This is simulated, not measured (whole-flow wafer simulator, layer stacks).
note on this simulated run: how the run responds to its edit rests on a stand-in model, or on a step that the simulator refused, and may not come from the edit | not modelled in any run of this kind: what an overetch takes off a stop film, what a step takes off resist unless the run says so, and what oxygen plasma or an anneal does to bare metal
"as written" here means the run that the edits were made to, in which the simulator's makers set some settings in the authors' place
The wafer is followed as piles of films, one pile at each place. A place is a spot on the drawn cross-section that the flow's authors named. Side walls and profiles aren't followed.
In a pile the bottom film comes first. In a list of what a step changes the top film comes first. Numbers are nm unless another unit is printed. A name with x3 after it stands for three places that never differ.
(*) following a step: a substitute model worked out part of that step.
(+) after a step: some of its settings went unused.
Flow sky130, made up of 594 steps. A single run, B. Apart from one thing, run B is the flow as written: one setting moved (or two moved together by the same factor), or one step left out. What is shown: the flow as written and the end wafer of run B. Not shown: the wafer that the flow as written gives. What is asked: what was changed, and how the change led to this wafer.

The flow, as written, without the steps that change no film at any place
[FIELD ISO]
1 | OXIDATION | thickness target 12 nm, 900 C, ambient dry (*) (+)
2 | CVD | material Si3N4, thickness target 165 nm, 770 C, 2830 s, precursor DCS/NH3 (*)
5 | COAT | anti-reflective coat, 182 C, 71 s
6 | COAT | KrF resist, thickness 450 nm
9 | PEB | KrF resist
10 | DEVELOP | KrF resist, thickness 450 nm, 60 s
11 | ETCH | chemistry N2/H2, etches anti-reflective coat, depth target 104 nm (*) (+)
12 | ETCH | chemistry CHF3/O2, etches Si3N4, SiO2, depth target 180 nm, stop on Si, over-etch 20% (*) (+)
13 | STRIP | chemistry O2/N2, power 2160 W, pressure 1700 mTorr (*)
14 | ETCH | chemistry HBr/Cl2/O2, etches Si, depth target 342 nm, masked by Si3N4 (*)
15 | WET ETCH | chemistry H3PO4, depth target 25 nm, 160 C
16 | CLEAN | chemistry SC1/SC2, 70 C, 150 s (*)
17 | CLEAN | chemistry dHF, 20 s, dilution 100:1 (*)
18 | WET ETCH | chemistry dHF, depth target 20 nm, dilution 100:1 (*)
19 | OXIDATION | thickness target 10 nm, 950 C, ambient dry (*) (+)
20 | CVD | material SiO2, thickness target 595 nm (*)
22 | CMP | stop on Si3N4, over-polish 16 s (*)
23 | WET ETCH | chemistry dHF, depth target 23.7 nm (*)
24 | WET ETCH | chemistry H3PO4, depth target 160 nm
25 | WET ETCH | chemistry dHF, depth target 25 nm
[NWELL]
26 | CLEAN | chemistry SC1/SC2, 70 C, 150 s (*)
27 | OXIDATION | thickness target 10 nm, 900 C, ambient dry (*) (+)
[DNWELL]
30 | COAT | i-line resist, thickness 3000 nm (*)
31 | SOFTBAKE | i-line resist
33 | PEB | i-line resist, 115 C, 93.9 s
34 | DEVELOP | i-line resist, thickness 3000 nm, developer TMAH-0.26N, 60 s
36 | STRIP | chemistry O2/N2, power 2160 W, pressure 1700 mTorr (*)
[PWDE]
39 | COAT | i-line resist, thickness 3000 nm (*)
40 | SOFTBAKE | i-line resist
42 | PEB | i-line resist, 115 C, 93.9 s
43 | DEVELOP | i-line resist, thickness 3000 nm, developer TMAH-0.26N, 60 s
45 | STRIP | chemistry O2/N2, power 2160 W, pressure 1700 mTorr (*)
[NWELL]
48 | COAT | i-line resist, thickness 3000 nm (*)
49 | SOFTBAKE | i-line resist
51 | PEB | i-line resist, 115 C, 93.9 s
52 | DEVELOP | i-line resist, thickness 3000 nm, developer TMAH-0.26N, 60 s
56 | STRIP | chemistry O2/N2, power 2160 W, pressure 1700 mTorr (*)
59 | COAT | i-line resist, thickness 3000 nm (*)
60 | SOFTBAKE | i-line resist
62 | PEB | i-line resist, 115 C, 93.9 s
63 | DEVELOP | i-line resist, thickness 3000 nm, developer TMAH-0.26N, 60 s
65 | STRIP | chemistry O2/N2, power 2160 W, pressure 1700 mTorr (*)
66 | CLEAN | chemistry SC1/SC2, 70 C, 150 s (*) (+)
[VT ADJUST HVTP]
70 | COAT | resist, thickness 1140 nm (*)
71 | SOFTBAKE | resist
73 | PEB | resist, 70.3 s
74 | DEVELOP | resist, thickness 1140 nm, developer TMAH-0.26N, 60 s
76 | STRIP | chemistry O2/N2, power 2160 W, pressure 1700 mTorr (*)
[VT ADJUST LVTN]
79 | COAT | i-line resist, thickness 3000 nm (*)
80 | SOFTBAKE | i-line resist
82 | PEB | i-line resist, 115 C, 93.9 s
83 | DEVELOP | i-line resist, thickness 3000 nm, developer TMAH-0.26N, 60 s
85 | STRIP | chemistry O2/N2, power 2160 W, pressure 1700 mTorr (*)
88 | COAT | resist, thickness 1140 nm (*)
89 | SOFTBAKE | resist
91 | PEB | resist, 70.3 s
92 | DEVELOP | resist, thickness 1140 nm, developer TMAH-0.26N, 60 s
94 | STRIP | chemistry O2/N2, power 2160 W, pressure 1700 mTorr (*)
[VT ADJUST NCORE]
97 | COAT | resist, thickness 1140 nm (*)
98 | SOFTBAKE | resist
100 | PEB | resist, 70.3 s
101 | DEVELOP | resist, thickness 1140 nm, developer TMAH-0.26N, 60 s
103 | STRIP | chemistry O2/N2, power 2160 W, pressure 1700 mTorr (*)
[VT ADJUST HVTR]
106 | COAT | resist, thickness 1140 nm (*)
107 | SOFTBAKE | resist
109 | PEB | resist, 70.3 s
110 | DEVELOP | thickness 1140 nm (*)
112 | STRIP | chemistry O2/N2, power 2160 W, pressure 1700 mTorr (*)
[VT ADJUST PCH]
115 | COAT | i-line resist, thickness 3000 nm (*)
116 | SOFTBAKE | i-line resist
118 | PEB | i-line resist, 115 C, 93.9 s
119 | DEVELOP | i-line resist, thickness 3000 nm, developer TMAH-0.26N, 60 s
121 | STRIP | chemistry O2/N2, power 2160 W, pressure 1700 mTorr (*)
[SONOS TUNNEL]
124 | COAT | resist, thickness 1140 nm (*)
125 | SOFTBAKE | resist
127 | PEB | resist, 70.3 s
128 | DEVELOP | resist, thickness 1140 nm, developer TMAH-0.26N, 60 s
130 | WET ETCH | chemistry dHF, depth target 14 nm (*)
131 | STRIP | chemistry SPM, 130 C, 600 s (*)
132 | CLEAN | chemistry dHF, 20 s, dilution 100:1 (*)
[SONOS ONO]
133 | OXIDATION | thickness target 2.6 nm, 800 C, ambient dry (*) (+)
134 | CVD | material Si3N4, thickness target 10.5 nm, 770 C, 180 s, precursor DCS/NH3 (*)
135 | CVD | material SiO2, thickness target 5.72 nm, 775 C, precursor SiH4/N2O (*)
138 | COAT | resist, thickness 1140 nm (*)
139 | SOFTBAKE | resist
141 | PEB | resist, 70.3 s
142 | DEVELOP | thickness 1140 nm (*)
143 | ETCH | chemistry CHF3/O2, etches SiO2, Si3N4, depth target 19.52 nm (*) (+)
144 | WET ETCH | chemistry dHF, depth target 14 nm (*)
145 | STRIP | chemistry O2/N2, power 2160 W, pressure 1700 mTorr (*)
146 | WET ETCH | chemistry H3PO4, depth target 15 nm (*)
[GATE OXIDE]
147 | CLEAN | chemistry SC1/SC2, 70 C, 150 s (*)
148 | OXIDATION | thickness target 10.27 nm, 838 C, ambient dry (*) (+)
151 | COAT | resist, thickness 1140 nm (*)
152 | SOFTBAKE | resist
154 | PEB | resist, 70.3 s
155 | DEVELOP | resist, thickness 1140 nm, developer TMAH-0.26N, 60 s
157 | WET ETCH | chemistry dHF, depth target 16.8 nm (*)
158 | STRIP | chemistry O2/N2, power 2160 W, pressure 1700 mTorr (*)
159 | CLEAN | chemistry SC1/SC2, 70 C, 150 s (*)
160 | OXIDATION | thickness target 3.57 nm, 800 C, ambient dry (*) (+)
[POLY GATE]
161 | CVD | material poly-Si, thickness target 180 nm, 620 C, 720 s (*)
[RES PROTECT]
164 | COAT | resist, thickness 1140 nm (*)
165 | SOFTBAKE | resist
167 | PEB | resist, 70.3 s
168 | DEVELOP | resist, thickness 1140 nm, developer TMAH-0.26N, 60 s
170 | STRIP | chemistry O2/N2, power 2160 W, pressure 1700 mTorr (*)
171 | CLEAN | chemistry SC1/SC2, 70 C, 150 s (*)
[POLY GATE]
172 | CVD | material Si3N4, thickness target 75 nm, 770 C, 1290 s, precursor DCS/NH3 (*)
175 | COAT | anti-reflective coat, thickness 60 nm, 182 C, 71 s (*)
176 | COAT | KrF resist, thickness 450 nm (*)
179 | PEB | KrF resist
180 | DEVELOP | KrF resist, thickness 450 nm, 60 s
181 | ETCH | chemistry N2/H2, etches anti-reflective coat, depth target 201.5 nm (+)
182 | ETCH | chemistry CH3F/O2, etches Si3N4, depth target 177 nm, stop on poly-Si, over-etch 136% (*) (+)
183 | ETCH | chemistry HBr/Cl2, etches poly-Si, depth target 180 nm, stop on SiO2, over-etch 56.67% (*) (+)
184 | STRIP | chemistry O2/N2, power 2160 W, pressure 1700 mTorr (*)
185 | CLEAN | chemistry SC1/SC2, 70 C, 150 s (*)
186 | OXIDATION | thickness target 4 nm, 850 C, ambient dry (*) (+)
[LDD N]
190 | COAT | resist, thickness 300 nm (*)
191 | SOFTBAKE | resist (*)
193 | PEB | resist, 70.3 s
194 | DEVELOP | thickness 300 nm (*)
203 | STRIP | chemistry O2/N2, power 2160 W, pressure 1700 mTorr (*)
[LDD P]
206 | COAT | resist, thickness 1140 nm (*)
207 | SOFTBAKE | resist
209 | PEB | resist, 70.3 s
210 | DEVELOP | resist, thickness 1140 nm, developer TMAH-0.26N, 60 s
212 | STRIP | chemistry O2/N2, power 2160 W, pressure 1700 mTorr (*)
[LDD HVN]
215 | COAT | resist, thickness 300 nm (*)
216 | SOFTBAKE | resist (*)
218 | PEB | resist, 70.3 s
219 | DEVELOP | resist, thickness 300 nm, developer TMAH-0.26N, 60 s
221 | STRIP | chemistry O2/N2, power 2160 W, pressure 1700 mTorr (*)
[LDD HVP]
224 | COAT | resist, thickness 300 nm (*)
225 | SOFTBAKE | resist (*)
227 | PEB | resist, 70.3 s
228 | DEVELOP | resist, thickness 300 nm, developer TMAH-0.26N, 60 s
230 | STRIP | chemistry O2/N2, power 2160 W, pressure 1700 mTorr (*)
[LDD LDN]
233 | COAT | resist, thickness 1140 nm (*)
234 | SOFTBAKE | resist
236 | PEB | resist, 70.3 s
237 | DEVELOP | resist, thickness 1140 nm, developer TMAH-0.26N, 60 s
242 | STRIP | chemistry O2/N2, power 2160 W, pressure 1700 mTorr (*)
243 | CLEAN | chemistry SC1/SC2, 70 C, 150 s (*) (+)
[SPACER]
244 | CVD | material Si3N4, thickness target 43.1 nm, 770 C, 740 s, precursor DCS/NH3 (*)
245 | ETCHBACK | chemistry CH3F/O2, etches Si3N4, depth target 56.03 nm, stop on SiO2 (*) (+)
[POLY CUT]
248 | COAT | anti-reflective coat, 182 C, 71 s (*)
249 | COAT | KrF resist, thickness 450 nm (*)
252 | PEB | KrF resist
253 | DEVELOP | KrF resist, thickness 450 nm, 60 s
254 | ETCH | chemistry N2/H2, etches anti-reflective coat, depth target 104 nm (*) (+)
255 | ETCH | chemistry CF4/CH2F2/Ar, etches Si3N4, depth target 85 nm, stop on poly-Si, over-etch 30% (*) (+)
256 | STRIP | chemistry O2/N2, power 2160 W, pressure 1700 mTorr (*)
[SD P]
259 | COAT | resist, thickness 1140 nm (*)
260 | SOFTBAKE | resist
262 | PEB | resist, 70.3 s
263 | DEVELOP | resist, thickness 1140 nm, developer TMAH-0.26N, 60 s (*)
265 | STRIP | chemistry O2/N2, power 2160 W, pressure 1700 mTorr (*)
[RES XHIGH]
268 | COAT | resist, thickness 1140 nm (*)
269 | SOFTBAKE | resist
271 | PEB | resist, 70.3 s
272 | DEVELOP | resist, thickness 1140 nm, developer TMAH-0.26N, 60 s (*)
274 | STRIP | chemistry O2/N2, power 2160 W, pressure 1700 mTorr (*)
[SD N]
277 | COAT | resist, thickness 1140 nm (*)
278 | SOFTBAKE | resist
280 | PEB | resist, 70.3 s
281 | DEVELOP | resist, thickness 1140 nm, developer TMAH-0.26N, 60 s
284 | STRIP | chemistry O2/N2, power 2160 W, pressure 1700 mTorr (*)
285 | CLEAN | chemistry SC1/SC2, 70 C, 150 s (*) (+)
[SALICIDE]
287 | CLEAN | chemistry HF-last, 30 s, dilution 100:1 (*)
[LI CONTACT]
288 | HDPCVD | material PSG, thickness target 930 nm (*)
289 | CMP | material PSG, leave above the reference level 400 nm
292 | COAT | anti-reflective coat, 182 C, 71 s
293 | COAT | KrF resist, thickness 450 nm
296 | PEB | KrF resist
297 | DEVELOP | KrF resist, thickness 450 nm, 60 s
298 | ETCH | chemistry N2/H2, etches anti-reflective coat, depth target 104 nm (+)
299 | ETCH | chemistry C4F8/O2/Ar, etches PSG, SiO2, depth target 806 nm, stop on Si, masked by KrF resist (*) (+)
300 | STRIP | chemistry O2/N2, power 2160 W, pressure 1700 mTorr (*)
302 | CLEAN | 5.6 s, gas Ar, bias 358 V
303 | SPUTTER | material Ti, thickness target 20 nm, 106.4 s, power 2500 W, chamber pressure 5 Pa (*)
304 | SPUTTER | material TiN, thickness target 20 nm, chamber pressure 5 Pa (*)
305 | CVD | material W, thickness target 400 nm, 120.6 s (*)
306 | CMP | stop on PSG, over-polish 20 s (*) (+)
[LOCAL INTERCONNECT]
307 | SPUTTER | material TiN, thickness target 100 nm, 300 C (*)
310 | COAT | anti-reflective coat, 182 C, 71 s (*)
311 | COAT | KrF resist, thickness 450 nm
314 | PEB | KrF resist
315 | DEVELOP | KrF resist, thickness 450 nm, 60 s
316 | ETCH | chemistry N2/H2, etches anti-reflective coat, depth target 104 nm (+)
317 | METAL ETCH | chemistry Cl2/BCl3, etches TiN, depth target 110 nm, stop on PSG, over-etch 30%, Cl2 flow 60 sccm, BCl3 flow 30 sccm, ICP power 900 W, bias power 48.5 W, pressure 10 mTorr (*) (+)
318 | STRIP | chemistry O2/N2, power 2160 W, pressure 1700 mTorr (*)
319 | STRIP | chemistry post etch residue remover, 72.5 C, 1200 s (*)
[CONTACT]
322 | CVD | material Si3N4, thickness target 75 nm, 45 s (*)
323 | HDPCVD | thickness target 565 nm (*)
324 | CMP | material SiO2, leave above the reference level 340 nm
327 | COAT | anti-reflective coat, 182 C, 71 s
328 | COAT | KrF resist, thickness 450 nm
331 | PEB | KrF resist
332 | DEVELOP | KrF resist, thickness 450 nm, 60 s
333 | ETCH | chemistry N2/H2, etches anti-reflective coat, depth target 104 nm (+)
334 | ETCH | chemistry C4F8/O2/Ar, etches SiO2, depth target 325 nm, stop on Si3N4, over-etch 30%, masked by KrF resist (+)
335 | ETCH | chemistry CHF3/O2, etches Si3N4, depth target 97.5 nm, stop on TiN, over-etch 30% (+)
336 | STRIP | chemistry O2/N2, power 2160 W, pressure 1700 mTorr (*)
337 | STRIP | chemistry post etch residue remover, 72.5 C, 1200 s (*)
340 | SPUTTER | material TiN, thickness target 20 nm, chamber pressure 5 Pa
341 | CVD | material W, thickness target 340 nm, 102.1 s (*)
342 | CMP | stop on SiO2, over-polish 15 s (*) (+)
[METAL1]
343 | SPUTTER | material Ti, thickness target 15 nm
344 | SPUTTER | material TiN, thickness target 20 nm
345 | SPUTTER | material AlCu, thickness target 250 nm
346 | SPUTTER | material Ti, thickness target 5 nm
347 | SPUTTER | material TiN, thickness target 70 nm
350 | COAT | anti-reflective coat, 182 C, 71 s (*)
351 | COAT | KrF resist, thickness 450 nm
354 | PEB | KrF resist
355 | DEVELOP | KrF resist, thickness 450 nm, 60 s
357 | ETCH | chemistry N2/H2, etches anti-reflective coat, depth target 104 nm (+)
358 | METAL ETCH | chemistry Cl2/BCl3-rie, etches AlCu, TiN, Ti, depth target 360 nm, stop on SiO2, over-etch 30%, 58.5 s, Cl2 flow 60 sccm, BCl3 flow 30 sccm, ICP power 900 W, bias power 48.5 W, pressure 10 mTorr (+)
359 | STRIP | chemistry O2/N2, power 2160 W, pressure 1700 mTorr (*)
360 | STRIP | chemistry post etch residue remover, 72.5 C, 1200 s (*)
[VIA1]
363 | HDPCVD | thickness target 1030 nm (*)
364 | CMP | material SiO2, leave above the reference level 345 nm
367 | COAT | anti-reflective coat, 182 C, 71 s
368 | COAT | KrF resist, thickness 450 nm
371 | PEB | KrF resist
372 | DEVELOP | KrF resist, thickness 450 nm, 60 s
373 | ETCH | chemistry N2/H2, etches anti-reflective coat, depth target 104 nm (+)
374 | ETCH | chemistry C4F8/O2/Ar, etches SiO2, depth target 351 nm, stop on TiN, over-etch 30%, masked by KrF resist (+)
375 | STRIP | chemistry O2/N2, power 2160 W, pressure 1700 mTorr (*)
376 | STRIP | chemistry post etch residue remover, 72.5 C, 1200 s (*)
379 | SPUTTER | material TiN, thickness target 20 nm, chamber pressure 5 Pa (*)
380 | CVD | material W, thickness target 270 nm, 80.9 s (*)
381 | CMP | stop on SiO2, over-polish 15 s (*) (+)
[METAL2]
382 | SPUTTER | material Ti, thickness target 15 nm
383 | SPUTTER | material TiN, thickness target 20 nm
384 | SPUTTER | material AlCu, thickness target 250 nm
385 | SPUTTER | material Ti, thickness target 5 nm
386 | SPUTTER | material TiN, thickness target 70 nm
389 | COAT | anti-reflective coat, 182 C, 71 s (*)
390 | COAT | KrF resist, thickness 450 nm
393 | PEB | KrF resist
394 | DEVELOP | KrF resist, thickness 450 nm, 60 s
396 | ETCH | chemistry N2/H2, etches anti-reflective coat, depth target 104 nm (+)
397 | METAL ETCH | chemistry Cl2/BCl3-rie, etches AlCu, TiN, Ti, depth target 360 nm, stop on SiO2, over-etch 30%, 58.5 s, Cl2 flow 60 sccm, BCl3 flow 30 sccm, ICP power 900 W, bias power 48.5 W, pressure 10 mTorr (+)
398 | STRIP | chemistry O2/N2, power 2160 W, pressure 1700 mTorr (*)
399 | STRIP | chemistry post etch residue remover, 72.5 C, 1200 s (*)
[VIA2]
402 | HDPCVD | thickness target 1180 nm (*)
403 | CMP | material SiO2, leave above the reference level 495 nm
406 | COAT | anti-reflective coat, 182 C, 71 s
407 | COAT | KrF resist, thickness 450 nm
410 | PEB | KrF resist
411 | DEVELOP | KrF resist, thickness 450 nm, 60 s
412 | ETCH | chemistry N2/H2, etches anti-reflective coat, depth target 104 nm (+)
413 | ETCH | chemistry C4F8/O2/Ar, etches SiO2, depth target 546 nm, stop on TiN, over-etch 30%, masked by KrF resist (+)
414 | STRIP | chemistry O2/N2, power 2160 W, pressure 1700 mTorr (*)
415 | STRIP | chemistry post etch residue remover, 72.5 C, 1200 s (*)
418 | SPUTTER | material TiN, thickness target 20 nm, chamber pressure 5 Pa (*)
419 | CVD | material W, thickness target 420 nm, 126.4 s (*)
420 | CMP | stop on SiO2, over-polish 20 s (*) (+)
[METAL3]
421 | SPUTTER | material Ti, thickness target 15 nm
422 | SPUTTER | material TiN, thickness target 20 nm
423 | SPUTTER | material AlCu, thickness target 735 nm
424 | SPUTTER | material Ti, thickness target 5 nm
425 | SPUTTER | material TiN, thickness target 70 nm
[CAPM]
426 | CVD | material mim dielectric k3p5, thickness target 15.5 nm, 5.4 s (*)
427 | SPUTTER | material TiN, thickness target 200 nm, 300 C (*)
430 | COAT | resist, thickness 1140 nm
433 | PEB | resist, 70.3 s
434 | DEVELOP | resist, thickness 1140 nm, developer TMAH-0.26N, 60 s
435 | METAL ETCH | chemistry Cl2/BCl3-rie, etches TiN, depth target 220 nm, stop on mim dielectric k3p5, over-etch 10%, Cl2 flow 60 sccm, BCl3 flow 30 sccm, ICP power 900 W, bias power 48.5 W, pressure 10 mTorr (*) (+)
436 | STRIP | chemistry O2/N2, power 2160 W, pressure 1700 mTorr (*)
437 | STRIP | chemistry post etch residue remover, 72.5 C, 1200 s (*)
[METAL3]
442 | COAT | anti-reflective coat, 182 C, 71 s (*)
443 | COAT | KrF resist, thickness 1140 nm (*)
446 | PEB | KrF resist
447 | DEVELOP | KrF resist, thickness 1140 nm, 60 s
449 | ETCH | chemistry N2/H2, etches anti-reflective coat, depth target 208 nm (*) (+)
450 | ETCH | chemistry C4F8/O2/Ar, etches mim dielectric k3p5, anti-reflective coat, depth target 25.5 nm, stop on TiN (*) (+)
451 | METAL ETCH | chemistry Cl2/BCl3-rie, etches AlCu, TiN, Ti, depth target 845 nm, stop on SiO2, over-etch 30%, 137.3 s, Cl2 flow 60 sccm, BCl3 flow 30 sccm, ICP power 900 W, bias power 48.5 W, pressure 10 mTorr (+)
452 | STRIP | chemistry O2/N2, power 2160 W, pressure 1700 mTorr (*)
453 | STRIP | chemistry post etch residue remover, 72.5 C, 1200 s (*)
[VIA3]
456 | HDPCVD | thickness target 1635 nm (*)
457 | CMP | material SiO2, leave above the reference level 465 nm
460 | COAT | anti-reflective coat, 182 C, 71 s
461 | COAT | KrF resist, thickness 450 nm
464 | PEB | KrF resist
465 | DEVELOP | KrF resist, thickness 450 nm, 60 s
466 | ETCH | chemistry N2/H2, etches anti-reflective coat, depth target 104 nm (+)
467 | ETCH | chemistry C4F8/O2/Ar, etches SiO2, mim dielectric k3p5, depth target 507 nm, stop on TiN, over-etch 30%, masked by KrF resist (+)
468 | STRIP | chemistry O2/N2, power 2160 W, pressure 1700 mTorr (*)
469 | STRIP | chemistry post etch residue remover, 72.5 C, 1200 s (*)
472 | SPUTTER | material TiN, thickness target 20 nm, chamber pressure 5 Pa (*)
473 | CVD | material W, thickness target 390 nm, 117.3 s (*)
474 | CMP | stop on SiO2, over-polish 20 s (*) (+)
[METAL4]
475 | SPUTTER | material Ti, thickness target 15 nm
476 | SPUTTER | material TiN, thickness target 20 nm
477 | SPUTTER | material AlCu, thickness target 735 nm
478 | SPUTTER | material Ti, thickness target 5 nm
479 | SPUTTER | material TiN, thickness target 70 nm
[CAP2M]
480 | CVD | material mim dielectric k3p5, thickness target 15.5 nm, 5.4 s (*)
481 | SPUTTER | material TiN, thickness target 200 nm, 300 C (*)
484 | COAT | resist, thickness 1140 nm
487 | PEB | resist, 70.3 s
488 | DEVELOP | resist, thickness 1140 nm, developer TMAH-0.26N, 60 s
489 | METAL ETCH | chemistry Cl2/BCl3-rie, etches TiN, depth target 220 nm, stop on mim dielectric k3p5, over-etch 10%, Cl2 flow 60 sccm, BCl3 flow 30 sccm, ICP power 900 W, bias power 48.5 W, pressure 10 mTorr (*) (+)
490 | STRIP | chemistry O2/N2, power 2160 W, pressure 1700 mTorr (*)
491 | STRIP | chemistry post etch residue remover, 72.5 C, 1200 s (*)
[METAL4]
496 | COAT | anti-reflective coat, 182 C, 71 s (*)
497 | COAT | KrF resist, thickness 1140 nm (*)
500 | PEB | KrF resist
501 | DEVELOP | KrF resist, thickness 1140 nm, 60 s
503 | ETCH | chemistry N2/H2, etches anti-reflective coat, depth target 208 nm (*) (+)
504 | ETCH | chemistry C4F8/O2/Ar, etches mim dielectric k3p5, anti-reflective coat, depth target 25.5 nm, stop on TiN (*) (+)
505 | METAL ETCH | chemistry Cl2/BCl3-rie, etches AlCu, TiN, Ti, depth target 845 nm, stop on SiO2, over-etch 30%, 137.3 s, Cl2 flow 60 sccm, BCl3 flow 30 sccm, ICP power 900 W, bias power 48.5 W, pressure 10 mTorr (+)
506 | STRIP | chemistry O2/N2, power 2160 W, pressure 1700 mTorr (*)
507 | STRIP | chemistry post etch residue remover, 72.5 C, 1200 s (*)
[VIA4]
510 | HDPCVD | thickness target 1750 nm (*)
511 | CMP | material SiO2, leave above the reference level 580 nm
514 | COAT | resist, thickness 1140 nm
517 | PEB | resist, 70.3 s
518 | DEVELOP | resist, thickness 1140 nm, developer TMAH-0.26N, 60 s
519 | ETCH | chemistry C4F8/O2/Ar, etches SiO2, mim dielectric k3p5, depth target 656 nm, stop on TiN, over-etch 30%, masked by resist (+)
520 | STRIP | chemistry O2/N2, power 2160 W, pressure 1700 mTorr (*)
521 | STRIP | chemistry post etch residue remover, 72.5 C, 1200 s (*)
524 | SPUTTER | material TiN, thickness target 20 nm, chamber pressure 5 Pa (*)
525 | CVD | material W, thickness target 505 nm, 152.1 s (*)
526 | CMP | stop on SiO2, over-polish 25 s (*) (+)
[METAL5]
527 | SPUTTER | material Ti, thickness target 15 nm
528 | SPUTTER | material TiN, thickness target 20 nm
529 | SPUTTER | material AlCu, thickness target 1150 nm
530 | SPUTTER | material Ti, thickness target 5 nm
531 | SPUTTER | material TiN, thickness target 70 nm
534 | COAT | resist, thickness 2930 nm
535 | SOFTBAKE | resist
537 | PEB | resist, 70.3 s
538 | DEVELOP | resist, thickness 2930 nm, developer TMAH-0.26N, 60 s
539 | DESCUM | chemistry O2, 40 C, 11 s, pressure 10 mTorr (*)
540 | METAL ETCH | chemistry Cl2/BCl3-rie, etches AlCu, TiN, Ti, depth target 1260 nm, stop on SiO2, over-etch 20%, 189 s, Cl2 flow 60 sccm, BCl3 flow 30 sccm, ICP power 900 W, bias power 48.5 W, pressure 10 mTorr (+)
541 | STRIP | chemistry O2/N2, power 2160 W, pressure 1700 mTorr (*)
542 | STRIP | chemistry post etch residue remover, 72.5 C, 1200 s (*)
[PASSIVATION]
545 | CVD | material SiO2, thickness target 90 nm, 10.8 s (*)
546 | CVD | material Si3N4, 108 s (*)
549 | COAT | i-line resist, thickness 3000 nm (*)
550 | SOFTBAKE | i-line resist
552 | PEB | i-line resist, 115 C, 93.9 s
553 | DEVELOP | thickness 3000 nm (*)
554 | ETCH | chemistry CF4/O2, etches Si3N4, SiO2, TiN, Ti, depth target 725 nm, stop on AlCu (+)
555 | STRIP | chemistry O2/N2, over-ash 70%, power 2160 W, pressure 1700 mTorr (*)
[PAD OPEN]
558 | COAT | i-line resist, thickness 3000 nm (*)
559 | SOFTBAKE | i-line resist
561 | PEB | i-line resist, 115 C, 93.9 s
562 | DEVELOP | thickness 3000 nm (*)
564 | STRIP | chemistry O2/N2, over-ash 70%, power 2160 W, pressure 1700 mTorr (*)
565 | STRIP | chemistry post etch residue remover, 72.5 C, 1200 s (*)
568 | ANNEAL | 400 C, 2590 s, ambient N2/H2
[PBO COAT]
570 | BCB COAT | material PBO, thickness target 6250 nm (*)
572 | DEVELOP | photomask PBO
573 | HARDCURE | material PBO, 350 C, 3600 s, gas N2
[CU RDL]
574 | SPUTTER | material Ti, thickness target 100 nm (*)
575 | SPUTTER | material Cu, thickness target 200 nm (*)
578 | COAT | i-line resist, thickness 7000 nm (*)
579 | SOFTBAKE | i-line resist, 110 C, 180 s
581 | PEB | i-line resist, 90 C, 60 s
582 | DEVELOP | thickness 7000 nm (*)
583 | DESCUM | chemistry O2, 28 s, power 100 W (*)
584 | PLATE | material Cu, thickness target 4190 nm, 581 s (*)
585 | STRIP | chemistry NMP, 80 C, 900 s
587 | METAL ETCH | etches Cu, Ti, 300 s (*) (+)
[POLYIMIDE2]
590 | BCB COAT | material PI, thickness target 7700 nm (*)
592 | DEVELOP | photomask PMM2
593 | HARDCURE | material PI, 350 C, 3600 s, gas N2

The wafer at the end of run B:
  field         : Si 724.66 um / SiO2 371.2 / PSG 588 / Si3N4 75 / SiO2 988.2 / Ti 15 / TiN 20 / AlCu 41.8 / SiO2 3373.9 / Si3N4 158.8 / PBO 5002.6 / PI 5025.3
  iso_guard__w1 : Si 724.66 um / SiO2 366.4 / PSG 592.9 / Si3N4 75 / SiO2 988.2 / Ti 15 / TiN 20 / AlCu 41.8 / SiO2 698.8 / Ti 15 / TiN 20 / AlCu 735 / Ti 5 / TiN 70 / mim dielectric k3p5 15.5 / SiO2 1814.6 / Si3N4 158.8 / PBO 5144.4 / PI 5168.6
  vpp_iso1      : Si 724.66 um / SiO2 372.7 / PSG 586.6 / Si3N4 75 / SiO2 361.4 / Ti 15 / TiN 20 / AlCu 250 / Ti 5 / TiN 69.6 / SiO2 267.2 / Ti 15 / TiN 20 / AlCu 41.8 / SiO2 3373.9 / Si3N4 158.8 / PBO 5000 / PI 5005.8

Cause: step 397, METAL ETCH: depth target 212.4 nm was run, whereas the flow has depth target 360 nm; step 397, METAL ETCH: 34.5 s was run, where the flow has 58.5 s.

Step by step, how the change led to this:
  397 | METAL ETCH | chemistry Cl2/BCl3-rie, etches AlCu, TiN, Ti, depth target 360 nm, stop on SiO2, over-etch 30%, 58.5 s, Cl2 flow 60 sccm, BCl3 flow 30 sccm, ICP power 900 W, bias power 48.5 W, pressure 10 mTorr (+)
      field, active, gate and 82 more: TiN loses 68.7 (all of it), Ti loses 5 (all of it), AlCu loses 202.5 (as written it would have been: TiN loses 68.7 (all of it), Ti loses 5 (all of it), AlCu loses 250 (all of it), TiN loses 20 (all of it), Ti loses 15 (all of it), SiO2 loses 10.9)
      n_well, p_well, gate_hv and 103 more: KrF resist loses 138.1 (as written it would have been: KrF resist loses 234)
  398 | STRIP | chemistry O2/N2, power 2160 W, pressure 1700 mTorr (*)
      gate_hv, mim, dice_street and 94 more: KrF resist loses 239.8 (all of it), anti-reflective coat loses 80 (all of it) (as written it would have been: KrF resist loses 143.8 (all of it), anti-reflective coat loses 80 (all of it))
      n_well, p_well, sd_n, sd_p, pad, gate_p, vpp_tail: KrF resist loses 239.7 (all of it), anti-reflective coat loses 80 (all of it) (as written it would have been: KrF resist loses 143.8 (all of it), anti-reflective coat loses 80 (all of it))
      (as well as at 2 more places)
  399 | STRIP | chemistry post etch residue remover, 72.5 C, 1200 s (*)
      field, active, gate and 82 more: AlCu loses 5.72 (as written it would have been: nothing)
  402 | HDPCVD | thickness target 1180 nm (*)
      field, active, gate and 82 more: SiO2 gains 1180 (new film) (as written it would have been: SiO2 gains 1180)
  403 | CMP | material SiO2, leave above the reference level 495 nm
      field, active, gate and 82 more: SiO2 loses 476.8 (as written it would have been: SiO2 loses 389.1)
With metal films that touch counted as one body, field has 1 body; the flow as written gives 0 bodies.
With metal films that touch counted as one body, iso_guard__w1 has 2 bodies (between them, from the top down: SiO2 698.8); the flow as written gives 1 body.
With metal films that touch counted as one body, vpp_iso1 has 2 bodies (between them, from the top down: SiO2 267.2); the flow as written gives 1 body.
